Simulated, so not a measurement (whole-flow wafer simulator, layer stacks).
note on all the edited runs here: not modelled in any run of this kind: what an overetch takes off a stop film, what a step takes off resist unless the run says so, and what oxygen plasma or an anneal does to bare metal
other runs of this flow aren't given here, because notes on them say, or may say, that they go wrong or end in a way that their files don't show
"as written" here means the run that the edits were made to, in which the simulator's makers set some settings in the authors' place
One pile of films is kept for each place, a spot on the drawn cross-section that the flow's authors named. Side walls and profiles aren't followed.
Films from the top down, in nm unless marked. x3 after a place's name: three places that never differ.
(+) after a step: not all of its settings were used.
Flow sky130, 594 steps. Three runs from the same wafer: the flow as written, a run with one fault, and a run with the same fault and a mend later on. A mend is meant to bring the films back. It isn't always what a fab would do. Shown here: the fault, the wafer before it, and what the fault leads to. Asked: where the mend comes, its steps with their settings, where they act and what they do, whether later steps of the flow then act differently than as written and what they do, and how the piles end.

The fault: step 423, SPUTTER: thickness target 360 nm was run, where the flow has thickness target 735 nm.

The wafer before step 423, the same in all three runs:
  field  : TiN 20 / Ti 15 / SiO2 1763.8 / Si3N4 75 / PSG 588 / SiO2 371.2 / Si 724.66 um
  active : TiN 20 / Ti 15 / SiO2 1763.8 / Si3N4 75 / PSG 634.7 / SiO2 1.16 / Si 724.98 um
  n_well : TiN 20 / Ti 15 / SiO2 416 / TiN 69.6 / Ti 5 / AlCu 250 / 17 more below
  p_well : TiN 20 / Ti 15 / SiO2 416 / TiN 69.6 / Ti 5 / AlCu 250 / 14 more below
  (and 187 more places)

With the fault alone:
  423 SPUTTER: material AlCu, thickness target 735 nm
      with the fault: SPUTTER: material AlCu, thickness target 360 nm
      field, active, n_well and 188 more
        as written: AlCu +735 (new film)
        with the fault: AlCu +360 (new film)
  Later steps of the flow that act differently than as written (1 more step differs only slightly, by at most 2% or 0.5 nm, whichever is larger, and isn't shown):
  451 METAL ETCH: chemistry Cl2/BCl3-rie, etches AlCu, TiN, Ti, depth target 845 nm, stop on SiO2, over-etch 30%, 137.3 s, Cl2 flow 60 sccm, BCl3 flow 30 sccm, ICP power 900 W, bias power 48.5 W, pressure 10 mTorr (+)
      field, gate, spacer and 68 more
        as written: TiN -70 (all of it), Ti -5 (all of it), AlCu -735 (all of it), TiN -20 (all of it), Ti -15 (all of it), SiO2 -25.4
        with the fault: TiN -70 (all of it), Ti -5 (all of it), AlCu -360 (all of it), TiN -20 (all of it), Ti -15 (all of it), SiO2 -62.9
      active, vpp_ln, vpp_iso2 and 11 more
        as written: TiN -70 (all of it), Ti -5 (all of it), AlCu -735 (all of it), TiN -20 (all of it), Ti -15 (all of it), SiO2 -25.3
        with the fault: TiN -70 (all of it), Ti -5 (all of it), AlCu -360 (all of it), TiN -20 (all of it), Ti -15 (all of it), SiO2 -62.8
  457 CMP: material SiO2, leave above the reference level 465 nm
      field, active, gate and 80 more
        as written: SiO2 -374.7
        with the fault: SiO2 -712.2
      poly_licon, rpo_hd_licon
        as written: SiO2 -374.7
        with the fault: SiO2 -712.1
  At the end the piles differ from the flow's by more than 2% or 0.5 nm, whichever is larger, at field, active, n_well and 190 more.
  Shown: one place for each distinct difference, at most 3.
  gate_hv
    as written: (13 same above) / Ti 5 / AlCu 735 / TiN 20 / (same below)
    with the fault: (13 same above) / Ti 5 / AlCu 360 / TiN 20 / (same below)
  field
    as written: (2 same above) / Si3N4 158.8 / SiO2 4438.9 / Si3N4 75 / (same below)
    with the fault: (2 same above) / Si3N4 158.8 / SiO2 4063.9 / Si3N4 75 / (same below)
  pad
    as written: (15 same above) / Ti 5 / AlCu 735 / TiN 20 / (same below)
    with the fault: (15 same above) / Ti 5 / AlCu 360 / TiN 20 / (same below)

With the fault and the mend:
  The mend comes after step 423.
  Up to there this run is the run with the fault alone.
  423a SPUTTER: material AlCu, thickness target 375 nm (the flow's step 423 once more, with other settings)
      field, active, n_well and 188 more
        AlCu +375
  No later step of the flow acts differently than as written at any place that is followed.
  At the end the piles are the same as the flow's at every place that both follow.
